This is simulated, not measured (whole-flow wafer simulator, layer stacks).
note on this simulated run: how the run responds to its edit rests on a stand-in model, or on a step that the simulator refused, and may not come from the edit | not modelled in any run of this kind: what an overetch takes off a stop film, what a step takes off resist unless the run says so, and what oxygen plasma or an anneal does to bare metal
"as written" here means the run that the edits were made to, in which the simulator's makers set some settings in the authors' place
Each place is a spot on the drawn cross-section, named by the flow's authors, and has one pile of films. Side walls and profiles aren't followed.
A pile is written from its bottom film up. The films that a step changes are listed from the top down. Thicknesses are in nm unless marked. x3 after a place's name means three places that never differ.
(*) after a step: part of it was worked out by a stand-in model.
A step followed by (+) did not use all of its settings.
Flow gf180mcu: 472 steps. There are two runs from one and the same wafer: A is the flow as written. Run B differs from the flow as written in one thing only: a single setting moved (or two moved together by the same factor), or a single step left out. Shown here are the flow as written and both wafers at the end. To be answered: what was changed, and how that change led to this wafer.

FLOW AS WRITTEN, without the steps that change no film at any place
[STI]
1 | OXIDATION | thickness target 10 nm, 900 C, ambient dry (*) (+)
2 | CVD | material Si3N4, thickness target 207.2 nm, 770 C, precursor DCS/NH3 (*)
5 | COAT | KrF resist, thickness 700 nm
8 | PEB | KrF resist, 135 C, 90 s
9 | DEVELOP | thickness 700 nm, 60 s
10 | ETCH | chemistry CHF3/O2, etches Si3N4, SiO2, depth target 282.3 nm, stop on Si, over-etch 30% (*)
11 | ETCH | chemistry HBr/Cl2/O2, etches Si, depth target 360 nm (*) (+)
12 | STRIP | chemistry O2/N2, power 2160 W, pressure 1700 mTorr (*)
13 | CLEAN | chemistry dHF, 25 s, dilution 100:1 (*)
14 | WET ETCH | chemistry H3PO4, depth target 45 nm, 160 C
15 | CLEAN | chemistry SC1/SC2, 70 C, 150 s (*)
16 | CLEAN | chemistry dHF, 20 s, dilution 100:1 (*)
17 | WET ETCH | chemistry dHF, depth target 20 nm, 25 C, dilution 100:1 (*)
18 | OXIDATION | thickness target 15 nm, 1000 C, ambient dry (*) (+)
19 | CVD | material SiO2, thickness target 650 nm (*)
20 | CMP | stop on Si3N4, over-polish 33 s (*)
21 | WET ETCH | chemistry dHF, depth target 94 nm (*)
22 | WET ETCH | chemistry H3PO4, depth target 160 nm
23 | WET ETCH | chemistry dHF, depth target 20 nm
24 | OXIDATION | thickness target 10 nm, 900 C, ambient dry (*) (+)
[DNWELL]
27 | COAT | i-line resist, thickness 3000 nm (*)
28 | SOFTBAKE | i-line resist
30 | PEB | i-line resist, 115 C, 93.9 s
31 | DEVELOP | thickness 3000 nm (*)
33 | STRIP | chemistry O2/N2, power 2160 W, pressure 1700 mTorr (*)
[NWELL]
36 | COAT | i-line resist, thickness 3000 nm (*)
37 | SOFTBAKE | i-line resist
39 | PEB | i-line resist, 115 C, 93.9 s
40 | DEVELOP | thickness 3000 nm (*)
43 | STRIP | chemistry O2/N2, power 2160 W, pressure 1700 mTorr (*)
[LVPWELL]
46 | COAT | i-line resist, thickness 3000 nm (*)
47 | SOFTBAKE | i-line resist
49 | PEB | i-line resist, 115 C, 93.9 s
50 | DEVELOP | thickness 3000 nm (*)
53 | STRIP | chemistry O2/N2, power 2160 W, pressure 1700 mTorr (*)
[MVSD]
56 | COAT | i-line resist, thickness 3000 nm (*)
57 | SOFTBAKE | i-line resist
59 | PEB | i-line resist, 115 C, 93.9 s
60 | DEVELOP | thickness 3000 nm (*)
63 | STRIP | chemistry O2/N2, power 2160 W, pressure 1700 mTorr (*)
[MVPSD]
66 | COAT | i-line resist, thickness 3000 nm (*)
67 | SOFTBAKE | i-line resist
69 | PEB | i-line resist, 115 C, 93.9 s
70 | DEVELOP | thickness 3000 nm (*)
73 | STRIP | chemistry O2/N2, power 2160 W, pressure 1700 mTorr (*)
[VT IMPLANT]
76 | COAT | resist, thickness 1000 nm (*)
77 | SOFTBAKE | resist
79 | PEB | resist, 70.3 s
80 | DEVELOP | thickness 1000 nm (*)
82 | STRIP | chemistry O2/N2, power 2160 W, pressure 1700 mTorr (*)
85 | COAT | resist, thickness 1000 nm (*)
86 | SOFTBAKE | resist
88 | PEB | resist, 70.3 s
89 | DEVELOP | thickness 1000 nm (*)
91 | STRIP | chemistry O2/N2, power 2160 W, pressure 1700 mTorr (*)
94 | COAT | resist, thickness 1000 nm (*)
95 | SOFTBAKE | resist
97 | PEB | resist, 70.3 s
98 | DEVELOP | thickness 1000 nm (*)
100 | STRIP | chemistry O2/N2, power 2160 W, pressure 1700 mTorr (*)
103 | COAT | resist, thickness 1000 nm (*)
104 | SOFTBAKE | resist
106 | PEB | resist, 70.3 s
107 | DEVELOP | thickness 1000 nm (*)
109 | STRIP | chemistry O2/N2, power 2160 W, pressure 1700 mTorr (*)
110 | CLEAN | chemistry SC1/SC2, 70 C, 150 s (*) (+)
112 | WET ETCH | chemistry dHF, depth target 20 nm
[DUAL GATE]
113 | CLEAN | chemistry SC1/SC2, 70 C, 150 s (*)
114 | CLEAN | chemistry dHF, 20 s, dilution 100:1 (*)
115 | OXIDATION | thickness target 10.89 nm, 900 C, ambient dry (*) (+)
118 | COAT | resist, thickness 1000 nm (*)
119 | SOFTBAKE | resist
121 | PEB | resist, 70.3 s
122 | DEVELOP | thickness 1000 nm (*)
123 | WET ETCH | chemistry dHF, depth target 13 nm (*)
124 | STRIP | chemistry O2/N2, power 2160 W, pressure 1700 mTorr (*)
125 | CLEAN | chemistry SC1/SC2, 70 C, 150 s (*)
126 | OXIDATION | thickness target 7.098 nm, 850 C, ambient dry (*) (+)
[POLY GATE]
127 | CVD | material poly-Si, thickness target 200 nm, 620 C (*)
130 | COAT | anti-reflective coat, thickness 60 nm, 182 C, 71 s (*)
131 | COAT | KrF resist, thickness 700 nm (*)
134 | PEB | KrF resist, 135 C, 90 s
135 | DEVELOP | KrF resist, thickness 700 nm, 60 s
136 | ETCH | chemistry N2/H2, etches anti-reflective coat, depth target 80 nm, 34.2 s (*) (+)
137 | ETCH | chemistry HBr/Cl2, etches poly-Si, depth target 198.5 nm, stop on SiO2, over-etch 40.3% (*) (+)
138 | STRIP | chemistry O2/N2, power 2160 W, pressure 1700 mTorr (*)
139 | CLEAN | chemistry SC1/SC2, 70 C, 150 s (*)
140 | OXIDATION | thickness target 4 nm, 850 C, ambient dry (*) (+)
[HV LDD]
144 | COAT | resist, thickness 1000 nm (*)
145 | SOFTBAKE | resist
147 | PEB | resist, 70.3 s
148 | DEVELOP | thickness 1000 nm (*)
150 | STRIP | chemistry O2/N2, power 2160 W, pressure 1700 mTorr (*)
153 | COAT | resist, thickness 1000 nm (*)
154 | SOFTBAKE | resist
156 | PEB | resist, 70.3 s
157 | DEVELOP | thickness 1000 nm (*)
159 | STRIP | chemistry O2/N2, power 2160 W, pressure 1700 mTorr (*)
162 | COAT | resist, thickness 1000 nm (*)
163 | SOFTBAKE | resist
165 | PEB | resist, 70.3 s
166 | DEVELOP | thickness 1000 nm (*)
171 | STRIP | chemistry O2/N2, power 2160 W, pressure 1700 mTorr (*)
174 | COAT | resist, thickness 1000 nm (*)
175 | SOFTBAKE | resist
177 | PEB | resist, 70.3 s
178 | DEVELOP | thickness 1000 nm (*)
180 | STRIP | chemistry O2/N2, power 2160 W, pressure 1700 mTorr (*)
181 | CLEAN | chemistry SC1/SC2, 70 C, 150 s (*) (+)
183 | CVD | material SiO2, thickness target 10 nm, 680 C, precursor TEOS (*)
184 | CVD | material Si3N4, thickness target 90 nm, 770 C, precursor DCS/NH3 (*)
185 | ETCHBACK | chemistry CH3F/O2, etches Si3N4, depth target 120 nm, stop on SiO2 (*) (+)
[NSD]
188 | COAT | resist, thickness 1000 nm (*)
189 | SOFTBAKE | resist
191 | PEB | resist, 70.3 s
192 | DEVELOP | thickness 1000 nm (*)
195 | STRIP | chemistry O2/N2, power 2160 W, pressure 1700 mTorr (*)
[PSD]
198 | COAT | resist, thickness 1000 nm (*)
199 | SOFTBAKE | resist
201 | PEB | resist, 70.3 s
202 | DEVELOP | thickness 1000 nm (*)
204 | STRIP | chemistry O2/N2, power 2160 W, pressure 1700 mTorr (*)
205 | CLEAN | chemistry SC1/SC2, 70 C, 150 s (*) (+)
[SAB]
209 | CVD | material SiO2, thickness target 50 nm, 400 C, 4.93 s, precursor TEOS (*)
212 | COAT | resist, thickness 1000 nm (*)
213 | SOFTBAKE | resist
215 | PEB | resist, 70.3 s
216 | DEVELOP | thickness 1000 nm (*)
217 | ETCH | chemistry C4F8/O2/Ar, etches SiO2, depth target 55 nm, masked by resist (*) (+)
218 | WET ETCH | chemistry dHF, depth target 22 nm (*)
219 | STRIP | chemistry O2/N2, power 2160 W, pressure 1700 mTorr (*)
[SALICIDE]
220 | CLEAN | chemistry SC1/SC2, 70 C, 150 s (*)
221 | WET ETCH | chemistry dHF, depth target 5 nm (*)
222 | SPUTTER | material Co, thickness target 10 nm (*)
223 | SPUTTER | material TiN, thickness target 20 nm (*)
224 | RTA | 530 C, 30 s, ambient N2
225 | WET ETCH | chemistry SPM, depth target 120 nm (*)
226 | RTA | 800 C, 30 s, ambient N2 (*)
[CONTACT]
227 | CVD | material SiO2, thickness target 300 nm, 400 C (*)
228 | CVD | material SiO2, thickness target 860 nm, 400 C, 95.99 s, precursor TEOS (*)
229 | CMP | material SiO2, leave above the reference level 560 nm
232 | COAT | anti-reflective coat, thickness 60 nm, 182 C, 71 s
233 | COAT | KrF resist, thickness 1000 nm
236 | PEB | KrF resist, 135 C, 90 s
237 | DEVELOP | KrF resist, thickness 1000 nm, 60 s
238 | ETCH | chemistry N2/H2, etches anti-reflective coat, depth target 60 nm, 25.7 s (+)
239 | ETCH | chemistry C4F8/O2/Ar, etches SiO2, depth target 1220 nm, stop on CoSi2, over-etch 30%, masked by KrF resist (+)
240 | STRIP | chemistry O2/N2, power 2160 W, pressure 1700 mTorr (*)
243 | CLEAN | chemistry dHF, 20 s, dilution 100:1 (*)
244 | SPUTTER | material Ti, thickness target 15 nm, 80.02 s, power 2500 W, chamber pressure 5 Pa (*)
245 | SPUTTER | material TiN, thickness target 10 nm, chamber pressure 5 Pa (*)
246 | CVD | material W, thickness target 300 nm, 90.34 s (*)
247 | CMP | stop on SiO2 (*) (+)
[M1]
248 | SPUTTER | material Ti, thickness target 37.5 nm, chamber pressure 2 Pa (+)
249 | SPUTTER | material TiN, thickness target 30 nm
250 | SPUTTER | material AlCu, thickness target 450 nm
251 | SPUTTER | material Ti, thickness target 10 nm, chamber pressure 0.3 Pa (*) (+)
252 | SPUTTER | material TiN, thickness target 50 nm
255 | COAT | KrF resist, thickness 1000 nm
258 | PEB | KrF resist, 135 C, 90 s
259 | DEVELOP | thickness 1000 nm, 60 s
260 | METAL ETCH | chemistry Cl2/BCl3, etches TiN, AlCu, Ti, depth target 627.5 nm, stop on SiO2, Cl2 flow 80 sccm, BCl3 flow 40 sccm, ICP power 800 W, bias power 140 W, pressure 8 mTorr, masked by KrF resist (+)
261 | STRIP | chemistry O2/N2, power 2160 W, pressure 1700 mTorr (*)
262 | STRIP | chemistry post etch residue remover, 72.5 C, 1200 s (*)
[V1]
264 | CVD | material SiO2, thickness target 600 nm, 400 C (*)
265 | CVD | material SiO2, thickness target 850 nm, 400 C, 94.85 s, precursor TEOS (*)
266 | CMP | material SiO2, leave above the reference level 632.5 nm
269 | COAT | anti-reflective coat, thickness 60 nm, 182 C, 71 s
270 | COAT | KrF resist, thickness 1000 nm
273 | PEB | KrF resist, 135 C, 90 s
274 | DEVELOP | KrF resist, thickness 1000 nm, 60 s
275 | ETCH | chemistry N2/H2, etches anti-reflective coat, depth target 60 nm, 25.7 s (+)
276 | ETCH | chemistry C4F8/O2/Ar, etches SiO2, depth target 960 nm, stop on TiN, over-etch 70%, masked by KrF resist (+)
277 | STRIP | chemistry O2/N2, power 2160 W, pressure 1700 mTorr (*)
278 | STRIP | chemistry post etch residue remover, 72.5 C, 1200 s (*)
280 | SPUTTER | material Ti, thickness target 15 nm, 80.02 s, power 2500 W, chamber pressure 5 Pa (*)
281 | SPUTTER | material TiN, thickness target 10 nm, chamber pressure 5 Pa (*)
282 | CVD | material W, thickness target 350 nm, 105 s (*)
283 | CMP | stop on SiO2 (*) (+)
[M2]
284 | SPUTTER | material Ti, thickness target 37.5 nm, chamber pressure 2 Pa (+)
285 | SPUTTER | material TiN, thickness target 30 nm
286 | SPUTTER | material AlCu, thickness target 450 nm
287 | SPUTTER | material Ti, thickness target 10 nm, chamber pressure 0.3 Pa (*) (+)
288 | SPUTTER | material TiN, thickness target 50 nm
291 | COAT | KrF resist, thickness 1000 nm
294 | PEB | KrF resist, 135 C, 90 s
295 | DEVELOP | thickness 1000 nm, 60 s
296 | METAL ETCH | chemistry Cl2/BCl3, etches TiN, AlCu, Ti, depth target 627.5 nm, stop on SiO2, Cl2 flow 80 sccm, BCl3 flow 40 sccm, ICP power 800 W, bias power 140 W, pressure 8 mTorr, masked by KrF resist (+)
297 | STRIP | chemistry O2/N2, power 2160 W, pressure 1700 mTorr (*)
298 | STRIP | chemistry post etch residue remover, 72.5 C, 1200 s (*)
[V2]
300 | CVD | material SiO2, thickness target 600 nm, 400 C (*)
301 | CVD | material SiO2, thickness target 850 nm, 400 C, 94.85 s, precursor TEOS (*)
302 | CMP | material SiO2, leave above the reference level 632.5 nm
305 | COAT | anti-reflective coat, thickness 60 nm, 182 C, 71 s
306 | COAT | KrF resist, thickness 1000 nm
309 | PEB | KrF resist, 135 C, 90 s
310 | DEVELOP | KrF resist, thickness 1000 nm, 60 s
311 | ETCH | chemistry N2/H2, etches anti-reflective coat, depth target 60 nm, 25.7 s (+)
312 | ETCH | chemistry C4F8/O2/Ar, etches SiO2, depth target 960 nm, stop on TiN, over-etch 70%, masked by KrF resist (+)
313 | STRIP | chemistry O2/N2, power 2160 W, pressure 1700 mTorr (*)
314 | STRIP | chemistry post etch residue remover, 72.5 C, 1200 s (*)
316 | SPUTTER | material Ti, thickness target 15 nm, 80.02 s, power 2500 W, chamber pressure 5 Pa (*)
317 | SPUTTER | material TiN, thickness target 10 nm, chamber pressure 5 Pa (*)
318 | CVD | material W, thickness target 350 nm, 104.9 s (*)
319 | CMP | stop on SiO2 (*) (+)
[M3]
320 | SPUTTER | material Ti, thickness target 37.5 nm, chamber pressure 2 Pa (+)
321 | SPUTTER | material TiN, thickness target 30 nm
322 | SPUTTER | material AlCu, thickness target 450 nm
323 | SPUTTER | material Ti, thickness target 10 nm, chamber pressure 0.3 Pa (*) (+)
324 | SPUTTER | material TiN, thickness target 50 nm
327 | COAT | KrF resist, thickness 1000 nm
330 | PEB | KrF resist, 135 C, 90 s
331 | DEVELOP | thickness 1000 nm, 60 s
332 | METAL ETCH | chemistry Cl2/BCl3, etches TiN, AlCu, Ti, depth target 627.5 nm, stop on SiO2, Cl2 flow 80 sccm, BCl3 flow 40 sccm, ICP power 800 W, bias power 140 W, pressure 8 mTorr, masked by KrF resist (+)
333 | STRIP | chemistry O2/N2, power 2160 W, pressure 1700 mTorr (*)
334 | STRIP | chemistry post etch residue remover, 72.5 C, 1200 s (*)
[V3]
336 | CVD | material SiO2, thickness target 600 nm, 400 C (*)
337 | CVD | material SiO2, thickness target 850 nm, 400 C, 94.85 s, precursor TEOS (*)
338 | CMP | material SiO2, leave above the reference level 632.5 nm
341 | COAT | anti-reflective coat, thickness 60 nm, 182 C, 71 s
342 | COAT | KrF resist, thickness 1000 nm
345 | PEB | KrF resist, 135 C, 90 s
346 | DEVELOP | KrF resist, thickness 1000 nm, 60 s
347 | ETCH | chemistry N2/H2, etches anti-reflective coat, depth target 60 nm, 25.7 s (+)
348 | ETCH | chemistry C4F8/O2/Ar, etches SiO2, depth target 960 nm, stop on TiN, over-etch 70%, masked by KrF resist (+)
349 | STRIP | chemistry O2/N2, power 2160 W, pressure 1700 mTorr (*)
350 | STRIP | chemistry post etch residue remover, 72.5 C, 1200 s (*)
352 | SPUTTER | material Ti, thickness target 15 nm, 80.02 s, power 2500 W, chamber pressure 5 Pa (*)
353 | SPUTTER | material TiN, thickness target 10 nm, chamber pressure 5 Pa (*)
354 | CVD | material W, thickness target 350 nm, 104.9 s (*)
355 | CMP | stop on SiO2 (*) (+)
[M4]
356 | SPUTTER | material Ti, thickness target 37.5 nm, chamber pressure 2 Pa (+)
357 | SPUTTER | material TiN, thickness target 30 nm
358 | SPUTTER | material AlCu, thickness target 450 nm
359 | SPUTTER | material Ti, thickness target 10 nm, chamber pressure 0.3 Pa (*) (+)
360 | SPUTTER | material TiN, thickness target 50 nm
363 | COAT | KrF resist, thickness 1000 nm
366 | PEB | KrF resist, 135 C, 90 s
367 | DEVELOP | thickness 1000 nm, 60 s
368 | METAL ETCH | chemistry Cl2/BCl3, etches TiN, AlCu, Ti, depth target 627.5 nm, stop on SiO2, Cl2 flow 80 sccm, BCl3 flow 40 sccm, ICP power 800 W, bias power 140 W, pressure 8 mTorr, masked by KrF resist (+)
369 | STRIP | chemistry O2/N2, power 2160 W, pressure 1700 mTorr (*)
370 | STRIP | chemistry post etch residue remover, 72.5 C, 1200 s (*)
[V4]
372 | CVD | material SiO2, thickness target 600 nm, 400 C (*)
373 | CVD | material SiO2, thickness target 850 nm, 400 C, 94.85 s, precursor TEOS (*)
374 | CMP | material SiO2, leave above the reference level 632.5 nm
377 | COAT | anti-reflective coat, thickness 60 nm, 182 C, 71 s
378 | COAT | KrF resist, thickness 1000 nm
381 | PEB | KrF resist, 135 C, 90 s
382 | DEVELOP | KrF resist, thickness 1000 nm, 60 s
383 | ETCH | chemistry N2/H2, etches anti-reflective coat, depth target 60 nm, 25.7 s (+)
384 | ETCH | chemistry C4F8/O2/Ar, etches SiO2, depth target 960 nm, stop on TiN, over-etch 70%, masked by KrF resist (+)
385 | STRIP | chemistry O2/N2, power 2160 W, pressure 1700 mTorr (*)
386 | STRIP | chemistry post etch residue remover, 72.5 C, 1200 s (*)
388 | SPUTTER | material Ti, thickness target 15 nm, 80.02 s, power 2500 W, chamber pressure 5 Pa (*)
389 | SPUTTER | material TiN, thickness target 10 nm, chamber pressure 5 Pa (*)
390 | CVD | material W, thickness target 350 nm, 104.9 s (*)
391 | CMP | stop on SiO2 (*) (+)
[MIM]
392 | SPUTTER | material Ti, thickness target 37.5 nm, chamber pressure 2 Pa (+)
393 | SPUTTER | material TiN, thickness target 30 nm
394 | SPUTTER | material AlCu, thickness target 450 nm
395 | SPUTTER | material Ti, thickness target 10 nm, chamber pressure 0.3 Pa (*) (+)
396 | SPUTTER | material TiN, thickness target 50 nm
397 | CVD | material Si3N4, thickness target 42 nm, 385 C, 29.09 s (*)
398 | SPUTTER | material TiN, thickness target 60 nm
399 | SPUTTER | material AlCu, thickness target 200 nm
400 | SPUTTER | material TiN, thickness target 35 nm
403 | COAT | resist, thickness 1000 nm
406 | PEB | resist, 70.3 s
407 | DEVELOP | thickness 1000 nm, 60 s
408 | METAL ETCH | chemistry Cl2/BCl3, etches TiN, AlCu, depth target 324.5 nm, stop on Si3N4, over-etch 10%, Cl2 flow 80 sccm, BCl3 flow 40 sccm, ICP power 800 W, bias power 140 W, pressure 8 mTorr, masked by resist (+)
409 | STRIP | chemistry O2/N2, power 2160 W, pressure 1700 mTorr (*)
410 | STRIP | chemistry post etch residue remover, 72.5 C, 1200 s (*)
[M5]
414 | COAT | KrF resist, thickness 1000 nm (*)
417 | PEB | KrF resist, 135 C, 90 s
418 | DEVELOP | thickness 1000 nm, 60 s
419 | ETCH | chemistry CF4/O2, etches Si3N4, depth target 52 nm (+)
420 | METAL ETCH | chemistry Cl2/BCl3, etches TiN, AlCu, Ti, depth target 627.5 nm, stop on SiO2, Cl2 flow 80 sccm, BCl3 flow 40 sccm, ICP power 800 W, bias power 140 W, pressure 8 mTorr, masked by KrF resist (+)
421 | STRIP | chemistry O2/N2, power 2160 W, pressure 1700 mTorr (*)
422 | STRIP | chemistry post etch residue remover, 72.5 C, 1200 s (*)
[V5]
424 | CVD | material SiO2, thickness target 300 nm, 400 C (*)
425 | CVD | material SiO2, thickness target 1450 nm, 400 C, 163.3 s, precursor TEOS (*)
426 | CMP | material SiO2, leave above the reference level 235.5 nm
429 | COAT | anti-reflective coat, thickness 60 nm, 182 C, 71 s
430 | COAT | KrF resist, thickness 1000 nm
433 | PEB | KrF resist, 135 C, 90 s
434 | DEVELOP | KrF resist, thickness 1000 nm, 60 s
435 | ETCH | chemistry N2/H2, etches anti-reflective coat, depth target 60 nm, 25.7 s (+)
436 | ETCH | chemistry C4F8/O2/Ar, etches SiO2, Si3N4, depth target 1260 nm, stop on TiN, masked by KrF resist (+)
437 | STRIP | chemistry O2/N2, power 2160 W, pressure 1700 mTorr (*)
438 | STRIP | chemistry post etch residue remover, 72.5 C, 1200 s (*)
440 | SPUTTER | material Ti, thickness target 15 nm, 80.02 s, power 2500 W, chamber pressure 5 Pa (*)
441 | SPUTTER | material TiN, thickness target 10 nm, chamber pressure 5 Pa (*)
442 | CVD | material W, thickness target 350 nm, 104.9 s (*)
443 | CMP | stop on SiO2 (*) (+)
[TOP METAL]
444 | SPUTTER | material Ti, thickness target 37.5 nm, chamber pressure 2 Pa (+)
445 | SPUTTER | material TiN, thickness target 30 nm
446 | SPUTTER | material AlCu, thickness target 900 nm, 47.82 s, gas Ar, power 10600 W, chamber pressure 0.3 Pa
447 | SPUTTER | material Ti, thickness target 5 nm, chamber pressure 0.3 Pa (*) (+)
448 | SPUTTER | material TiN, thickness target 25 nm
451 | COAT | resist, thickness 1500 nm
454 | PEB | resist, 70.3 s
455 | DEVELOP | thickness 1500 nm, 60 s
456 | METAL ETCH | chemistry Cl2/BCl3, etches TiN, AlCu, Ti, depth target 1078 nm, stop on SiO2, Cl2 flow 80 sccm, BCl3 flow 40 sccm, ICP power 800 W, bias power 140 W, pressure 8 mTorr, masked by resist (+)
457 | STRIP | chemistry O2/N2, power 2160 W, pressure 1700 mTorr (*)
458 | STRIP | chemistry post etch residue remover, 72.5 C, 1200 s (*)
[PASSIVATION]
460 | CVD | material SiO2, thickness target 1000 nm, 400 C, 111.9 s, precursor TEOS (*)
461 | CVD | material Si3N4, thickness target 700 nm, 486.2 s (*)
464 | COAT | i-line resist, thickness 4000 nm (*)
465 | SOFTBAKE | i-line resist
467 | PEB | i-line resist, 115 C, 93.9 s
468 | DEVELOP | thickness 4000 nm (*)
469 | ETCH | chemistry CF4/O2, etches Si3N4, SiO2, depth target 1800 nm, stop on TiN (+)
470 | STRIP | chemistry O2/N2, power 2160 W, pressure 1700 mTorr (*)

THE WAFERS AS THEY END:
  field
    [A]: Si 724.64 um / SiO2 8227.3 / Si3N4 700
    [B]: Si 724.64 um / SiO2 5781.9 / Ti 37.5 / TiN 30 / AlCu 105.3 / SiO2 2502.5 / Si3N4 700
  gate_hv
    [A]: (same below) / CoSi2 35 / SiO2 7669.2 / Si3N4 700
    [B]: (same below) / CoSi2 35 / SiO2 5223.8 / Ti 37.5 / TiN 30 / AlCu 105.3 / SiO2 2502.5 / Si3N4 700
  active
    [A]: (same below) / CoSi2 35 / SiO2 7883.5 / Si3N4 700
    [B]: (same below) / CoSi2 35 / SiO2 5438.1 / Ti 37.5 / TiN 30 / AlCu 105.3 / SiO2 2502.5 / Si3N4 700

What caused this: step 394, SPUTTER: thickness target 680 nm was run, while the flow as written has thickness target 450 nm.

How this came from the change, step by step:
  394 | SPUTTER | material AlCu, thickness target 450 nm
      field, field__w1, field__w2 and 108 more: A +450 AlCu (new film) | B +680 AlCu (new film)
  420 | METAL ETCH | chemistry Cl2/BCl3, etches TiN, AlCu, Ti, depth target 627.5 nm, stop on SiO2, Cl2 flow 80 sccm, BCl3 flow 40 sccm, ICP power 800 W, bias power 140 W, pressure 8 mTorr, masked by KrF resist (+)
      field, field__w1, field__w2 and 101 more: A -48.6 TiN (all of it), -10 Ti (all of it), -450 AlCu (all of it), -30 TiN (all of it), -37.5 Ti (all of it) | B -48.6 TiN (all of it), -10 Ti (all of it), -568.9 AlCu
  422 | STRIP | chemistry post etch residue remover, 72.5 C, 1200 s (*)
      field, field__w1, field__w2 and 101 more: A nothing | B -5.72 AlCu
  424 | CVD | material SiO2, thickness target 300 nm, 400 C (*)
      field, field__w1, field__w2 and 101 more: A +300 SiO2 | B +300 SiO2 (new film)
  426 | CMP | material SiO2, leave above the reference level 235.5 nm
      field, field__w1, field__w5 and 92 more: A -300.8 SiO2 | B -243.7 SiO2
      field__w2, field__w3, field__w12 and 6 more: A -272.7 SiO2 | B -212.9 SiO2
If metal films that touch count as one body, field has 1 body; the flow as written gives 0 bodies.
If metal films that touch count as one body, gate_hv has 2 bodies (between them, from the top down: SiO2 5223.8); the flow as written gives 1 body.
If metal films that touch count as one body, active has 2 bodies (between them, from the top down: SiO2 5438.1); the flow as written gives 1 body.
